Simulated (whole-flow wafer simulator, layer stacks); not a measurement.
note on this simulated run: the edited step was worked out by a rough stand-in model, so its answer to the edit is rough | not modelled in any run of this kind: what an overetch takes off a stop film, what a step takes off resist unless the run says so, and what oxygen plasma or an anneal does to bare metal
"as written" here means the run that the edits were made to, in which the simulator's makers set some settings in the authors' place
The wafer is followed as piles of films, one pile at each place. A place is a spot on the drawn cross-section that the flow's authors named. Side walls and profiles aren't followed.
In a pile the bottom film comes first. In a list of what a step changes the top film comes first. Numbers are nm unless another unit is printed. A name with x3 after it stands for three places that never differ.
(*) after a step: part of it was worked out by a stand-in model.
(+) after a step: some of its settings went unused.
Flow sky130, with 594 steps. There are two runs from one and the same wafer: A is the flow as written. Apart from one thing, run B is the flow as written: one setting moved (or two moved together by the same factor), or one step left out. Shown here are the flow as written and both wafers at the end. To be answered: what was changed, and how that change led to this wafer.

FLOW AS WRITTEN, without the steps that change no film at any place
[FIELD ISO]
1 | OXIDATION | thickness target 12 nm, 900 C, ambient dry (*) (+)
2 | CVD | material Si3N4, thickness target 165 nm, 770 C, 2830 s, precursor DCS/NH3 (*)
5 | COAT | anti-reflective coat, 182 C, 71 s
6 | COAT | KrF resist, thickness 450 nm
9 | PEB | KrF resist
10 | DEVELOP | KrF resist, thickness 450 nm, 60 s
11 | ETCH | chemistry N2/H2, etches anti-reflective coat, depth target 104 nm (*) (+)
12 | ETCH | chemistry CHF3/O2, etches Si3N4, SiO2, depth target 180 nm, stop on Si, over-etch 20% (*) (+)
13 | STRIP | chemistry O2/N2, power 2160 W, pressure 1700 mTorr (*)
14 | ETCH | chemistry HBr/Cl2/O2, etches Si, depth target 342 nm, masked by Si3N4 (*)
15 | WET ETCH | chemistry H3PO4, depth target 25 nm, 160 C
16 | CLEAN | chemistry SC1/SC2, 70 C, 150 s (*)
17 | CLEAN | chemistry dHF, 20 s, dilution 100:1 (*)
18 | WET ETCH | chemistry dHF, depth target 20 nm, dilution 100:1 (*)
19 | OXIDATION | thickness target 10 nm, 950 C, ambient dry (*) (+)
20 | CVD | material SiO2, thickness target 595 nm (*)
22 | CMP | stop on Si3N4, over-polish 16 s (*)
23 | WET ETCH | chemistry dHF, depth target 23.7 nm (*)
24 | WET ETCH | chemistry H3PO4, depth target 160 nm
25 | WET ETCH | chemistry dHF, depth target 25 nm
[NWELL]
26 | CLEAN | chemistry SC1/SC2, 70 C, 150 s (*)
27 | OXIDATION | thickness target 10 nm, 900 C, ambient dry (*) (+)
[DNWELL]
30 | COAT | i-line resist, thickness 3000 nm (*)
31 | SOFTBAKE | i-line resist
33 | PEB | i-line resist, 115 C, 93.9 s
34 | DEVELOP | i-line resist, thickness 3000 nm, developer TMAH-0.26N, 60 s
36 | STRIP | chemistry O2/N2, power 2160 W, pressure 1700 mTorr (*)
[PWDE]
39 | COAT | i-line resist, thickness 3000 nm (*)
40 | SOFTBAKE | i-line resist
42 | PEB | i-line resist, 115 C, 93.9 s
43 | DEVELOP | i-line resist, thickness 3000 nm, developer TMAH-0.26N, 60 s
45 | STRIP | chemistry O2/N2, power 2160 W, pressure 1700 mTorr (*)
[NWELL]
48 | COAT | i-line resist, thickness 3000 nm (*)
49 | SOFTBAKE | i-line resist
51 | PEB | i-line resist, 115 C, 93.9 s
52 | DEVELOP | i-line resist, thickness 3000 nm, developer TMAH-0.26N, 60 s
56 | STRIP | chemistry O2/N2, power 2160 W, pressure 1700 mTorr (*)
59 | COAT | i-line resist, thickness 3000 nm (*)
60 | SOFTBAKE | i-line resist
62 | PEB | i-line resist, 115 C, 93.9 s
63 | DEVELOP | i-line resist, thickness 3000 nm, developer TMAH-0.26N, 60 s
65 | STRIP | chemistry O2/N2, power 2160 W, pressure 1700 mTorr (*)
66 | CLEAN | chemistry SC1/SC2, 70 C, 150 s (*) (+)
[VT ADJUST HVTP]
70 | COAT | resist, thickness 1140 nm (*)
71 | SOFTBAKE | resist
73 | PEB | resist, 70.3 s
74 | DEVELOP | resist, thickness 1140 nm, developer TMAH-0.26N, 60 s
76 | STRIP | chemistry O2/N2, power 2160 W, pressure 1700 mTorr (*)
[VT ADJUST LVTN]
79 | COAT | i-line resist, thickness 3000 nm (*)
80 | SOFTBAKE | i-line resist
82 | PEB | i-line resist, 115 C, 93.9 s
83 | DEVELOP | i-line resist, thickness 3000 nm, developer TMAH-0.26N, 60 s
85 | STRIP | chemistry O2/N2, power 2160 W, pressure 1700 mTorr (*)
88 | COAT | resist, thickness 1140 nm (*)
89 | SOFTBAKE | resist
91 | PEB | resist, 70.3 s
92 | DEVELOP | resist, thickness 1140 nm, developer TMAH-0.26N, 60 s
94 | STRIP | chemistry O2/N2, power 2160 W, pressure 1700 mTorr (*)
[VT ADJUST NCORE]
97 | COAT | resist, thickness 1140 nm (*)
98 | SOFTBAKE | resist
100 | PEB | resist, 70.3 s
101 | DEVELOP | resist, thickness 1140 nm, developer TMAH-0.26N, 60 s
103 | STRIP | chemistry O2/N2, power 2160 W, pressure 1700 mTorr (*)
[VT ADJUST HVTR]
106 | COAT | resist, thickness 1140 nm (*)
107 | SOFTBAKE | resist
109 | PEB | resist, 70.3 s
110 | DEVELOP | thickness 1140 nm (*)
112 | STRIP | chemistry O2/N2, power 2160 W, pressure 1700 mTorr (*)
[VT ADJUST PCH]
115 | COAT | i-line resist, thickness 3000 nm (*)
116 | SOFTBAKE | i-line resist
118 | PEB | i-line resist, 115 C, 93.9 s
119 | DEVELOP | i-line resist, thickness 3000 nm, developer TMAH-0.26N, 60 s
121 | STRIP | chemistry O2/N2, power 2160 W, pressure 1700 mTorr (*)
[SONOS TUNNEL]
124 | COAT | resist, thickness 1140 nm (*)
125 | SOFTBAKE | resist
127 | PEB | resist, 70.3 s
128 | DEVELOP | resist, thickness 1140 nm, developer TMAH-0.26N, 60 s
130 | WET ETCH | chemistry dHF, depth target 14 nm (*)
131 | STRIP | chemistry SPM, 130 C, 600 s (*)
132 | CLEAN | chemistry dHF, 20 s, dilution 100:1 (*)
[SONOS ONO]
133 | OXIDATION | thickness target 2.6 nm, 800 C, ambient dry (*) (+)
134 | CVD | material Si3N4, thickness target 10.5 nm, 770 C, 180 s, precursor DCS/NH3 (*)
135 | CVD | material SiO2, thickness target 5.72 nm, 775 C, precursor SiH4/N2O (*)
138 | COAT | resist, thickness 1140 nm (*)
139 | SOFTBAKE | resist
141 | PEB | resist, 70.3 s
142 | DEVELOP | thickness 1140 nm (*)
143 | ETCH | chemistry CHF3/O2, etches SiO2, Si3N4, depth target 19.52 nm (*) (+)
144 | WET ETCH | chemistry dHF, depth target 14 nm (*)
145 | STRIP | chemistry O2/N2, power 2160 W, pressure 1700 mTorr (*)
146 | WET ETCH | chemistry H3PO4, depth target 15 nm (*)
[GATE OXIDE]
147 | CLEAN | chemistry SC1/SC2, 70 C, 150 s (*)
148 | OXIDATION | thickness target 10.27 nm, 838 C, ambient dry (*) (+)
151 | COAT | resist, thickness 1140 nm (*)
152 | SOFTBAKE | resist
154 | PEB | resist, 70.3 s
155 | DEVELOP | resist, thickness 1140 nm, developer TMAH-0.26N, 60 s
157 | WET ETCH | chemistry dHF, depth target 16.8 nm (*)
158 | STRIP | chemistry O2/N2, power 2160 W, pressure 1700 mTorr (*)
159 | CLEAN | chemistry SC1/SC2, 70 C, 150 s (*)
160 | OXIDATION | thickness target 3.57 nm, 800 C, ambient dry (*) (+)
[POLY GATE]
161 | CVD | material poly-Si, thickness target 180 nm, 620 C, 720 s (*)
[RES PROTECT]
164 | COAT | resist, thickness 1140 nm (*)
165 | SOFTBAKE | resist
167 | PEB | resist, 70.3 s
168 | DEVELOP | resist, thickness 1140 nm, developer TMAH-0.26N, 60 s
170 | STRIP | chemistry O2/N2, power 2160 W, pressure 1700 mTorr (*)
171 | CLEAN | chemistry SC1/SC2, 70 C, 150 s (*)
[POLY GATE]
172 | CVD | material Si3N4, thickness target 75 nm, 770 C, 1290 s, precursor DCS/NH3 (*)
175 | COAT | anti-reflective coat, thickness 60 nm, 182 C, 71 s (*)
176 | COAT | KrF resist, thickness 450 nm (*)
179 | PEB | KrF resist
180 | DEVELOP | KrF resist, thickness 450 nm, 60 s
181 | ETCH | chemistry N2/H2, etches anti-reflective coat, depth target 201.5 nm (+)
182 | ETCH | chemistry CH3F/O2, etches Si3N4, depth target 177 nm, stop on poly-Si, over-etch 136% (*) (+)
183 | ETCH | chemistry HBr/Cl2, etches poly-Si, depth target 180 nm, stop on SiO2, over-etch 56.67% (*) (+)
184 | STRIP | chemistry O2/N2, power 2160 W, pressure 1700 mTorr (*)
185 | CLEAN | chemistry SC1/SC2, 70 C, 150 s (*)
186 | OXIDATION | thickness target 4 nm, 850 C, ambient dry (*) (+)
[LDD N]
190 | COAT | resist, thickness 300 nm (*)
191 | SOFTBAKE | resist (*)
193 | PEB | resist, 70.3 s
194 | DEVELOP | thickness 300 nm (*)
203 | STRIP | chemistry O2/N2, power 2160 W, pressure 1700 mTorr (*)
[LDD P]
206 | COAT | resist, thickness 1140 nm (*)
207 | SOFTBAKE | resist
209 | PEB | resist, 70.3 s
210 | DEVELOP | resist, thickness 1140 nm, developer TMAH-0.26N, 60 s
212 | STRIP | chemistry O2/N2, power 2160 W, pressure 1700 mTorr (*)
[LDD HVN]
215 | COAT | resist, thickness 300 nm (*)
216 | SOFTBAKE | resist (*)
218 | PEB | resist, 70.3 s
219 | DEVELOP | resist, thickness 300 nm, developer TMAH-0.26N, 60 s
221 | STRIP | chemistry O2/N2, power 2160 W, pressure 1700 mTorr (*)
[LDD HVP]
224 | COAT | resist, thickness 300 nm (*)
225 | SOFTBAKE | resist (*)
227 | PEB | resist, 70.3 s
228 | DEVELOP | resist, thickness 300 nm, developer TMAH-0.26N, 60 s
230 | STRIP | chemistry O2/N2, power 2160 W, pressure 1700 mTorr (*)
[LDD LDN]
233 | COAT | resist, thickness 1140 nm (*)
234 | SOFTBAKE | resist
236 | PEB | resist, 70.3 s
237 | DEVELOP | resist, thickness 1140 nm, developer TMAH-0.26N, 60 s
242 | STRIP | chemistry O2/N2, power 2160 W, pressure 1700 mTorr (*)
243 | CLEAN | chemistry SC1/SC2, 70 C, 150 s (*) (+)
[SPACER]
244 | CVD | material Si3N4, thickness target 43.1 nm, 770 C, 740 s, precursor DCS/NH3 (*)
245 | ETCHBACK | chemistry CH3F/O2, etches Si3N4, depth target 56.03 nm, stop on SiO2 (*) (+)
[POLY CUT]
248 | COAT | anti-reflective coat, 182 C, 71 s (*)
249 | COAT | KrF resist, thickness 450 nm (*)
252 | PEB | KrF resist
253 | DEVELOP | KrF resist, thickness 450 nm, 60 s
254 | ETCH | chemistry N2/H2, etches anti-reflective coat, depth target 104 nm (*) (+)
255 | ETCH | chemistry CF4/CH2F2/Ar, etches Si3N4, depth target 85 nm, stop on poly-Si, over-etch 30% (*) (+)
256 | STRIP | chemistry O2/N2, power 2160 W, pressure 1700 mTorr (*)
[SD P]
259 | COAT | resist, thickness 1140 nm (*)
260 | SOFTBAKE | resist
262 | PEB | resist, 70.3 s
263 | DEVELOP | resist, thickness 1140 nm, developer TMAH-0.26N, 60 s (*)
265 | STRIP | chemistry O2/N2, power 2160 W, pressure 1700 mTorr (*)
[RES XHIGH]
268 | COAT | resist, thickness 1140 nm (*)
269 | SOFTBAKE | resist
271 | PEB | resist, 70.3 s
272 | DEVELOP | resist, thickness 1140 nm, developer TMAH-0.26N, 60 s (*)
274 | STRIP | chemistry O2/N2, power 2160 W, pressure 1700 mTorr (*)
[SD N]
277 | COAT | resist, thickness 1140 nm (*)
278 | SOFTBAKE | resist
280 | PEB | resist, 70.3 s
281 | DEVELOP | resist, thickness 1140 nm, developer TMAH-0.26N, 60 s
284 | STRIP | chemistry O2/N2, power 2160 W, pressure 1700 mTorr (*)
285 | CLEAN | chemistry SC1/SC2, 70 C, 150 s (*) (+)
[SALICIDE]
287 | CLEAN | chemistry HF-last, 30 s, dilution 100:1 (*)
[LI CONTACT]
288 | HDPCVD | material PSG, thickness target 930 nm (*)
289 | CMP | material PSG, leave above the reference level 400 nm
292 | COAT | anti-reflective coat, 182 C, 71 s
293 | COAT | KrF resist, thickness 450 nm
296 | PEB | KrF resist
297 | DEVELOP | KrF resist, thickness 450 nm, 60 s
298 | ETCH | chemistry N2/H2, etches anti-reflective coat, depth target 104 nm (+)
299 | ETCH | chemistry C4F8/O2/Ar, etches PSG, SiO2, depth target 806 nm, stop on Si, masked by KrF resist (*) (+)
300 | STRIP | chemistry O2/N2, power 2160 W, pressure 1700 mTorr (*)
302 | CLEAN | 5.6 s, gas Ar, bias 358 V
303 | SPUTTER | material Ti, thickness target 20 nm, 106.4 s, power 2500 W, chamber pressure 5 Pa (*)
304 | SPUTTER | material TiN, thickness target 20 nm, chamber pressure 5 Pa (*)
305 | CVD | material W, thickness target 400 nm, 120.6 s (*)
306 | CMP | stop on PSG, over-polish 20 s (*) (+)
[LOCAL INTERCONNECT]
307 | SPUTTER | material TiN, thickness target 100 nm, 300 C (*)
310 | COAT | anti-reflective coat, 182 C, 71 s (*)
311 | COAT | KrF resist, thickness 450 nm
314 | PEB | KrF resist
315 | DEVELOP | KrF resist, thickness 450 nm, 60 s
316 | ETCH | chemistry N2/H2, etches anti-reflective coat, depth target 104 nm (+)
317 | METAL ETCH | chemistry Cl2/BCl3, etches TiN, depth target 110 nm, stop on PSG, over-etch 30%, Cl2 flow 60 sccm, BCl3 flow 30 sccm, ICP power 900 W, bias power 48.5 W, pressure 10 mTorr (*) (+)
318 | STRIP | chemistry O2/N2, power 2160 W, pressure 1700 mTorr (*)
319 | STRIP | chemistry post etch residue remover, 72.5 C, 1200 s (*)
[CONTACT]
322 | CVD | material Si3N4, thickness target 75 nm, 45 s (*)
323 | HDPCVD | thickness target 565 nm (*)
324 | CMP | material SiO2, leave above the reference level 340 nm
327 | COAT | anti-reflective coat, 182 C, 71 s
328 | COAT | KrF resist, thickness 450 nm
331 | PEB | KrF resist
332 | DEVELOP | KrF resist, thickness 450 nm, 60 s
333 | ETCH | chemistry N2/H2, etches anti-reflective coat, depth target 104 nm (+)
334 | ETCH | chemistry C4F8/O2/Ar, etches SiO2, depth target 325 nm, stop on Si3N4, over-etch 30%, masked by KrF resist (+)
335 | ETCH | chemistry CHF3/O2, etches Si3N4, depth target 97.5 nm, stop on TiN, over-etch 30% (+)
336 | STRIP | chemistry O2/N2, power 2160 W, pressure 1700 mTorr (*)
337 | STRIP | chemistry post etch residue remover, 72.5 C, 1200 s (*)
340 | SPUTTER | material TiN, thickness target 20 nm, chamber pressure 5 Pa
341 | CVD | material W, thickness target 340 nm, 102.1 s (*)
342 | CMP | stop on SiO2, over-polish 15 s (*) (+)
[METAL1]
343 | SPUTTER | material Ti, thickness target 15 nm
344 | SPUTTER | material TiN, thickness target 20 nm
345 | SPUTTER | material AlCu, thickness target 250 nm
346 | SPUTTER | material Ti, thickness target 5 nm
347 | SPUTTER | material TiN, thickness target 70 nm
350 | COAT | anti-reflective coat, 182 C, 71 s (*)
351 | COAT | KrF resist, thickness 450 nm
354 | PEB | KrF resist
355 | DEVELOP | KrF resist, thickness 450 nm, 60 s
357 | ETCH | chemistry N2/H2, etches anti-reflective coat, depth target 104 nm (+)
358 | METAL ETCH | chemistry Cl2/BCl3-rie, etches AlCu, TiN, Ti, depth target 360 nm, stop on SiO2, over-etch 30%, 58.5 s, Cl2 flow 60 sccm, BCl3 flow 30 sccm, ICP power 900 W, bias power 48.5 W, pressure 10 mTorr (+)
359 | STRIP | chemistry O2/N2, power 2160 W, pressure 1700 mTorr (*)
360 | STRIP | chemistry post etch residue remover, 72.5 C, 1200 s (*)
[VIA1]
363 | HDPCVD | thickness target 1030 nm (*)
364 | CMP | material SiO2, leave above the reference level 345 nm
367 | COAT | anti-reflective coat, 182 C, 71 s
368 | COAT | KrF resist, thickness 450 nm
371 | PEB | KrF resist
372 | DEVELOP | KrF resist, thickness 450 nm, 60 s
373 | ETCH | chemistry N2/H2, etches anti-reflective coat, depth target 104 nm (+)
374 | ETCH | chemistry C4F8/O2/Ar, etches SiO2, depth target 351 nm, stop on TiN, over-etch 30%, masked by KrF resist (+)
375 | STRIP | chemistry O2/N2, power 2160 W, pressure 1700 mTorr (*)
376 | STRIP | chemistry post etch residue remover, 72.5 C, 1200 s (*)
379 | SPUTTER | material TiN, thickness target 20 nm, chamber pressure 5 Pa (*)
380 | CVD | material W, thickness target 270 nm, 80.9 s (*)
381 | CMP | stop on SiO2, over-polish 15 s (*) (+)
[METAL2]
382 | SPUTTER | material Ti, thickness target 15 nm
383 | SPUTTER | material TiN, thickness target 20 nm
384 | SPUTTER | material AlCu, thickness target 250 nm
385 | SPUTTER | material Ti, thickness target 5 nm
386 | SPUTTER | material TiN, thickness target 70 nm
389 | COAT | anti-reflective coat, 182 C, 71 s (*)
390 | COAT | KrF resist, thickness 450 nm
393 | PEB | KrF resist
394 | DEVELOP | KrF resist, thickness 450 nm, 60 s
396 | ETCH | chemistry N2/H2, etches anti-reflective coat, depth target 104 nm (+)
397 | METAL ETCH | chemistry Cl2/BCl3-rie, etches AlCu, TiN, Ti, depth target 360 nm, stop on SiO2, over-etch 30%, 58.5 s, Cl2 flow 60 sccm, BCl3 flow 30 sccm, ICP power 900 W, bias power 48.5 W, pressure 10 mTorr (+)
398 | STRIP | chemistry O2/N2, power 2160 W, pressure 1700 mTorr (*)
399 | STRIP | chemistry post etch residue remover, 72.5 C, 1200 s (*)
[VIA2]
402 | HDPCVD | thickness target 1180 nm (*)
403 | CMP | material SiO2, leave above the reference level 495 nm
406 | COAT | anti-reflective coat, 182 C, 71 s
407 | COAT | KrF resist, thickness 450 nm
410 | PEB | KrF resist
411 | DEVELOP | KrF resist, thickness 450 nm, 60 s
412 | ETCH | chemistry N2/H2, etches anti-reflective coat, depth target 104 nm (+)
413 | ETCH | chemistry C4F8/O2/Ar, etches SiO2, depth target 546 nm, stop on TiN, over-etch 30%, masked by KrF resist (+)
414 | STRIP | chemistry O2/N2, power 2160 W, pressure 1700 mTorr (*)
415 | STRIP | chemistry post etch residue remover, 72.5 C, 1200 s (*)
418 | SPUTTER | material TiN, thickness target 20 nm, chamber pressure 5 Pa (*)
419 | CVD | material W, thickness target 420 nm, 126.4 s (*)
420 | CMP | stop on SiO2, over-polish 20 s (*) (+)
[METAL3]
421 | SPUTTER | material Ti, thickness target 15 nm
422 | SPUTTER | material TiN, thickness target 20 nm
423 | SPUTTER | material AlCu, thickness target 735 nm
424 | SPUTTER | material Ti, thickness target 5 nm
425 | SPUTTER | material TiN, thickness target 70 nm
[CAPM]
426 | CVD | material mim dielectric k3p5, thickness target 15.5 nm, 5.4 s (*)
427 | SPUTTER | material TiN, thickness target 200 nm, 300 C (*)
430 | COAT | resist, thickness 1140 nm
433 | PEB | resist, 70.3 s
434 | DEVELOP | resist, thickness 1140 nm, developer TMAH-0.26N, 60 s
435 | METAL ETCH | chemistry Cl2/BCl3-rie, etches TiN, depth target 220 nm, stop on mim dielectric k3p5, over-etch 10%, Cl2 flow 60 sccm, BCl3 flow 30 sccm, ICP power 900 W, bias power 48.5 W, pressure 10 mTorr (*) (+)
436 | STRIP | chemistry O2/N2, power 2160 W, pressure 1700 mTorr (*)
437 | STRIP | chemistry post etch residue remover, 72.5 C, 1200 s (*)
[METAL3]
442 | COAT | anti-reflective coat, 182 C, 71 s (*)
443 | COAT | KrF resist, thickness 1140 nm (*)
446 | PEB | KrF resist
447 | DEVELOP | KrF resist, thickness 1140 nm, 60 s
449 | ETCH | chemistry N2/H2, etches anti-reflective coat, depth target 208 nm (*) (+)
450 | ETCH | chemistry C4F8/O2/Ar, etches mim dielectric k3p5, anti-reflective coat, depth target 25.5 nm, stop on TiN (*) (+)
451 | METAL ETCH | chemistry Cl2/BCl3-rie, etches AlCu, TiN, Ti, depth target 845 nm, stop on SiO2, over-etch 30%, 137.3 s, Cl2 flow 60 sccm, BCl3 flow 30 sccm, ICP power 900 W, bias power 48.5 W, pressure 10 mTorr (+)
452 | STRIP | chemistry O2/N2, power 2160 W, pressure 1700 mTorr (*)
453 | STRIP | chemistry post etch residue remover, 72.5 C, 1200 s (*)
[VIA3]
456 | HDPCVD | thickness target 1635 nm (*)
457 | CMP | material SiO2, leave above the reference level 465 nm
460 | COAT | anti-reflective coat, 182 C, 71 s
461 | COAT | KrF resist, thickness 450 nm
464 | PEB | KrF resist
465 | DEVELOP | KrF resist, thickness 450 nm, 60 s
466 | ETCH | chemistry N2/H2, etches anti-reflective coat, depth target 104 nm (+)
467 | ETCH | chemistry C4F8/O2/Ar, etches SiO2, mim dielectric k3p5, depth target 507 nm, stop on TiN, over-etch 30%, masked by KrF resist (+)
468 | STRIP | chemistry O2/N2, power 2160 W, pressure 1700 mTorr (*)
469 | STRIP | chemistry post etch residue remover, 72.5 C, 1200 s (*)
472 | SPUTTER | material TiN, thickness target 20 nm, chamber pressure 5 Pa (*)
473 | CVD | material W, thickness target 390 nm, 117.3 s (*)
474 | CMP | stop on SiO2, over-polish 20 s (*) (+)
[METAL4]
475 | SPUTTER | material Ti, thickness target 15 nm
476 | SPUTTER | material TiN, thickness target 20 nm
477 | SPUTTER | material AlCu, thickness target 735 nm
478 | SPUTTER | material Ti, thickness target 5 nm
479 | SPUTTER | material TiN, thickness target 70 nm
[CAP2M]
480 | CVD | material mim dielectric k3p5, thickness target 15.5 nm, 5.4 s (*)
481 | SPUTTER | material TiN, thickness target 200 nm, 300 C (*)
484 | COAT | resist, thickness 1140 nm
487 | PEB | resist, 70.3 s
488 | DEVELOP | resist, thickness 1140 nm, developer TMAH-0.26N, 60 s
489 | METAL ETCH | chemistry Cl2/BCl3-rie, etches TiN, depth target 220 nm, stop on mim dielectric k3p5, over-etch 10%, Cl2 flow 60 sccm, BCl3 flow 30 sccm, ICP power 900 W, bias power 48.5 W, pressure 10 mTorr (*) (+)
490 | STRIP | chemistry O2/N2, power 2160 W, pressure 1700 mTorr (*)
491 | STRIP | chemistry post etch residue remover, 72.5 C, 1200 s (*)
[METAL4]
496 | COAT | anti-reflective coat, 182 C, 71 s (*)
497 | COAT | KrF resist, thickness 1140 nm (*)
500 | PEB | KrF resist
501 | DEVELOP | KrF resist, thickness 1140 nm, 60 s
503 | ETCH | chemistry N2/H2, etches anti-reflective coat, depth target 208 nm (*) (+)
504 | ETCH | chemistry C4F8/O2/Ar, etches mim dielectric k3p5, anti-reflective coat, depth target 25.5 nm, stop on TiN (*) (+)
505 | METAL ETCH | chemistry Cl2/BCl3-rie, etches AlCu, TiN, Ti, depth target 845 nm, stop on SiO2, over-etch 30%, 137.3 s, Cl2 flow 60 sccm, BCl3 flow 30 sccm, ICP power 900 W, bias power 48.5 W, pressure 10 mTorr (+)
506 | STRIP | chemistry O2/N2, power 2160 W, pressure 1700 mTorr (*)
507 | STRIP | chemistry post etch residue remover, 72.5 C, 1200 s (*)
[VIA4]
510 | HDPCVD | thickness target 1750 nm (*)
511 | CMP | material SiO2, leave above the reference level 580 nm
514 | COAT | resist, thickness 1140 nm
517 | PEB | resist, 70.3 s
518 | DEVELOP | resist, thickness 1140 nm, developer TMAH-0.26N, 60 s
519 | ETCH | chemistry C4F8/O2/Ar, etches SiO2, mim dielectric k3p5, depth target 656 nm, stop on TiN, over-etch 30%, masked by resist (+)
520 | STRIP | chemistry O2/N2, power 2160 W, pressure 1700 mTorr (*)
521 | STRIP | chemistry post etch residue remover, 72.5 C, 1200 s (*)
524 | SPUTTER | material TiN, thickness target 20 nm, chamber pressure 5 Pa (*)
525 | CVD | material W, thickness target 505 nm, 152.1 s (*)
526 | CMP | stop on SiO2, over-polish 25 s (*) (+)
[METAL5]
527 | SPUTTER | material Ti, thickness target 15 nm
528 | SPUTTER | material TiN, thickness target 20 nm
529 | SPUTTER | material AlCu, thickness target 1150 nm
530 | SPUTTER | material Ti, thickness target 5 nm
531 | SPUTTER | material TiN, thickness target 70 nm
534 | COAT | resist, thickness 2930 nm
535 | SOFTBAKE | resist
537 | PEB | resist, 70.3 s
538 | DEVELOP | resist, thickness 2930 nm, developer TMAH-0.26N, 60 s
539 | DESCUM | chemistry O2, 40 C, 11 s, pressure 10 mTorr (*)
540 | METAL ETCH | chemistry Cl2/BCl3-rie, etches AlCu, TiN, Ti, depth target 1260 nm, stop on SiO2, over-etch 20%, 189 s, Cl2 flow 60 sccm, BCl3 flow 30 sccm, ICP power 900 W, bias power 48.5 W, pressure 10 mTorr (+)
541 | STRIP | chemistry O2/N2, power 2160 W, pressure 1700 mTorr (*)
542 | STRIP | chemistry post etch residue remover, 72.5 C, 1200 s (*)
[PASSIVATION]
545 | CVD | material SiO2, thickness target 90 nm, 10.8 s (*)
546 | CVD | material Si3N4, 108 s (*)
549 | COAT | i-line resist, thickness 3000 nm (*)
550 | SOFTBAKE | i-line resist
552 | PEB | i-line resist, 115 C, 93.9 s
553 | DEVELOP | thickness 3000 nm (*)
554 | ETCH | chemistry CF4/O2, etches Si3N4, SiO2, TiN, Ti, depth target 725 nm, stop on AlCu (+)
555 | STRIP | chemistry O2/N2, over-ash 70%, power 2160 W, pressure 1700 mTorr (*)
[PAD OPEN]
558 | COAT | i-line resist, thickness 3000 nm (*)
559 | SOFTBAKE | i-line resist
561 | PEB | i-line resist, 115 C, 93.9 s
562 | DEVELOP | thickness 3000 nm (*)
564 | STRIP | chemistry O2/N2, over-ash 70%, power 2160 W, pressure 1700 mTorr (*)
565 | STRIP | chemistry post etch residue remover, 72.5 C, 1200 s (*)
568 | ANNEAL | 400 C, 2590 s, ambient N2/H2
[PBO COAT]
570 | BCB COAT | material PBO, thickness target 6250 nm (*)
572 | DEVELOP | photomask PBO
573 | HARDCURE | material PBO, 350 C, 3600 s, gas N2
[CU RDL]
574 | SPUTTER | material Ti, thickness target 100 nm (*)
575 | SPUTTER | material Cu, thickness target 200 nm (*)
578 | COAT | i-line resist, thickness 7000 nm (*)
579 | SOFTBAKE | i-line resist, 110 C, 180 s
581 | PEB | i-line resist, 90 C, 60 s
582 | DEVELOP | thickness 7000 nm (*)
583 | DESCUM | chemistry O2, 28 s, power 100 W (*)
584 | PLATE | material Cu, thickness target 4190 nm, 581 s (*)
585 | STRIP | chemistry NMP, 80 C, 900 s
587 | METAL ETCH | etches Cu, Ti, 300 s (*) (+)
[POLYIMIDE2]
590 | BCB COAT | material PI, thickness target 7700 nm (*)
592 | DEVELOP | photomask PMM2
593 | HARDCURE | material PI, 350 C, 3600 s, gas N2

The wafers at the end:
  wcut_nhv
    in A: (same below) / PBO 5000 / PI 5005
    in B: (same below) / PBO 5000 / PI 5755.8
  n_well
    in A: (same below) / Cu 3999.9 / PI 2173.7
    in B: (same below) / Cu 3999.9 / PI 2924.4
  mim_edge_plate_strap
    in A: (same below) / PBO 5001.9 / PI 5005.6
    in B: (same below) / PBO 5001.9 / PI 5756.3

What caused this: step 590, BCB COAT: thickness target 8855 nm was run, though the flow has thickness target 7700 nm.

The path from the change to this, step by step:
  590 | BCB COAT | material PI, thickness target 7700 nm (*)
      dice_street, wcut_nhv, wcut_phv and 14 more: A +7700 PI (new film) | B +8855 PI (new film)
      gate_len, gate_lvt_sd_len, gate_p_sd_len, gate_p_hvt_sd_len, gate_p_lvt_sd_len, gate_len_250: A +7702.6 PI (new film) | B +8857.6 PI (new film)
      (as well as at 170 more places)
  592 | DEVELOP | photomask PMM2
      pad: A -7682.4 PI (all of it) | B -8837.4 PI (all of it)
  593 | HARDCURE | material PI, 350 C, 3600 s, gas N2
      dice_street, wcut_nhv, wcut_phv and 17 more: A -2695 PI | B -3099.2 PI
      gate_p_lg05, gate_p_lg10, gate_len, gate_lvt_sd_len, gate_p_sd_len, gate_p_hvt_sd_len, gate_p_lvt_sd_len, gate_len_250: A -2695 PI | B -3099.3 PI
      (as well as at 164 more places)
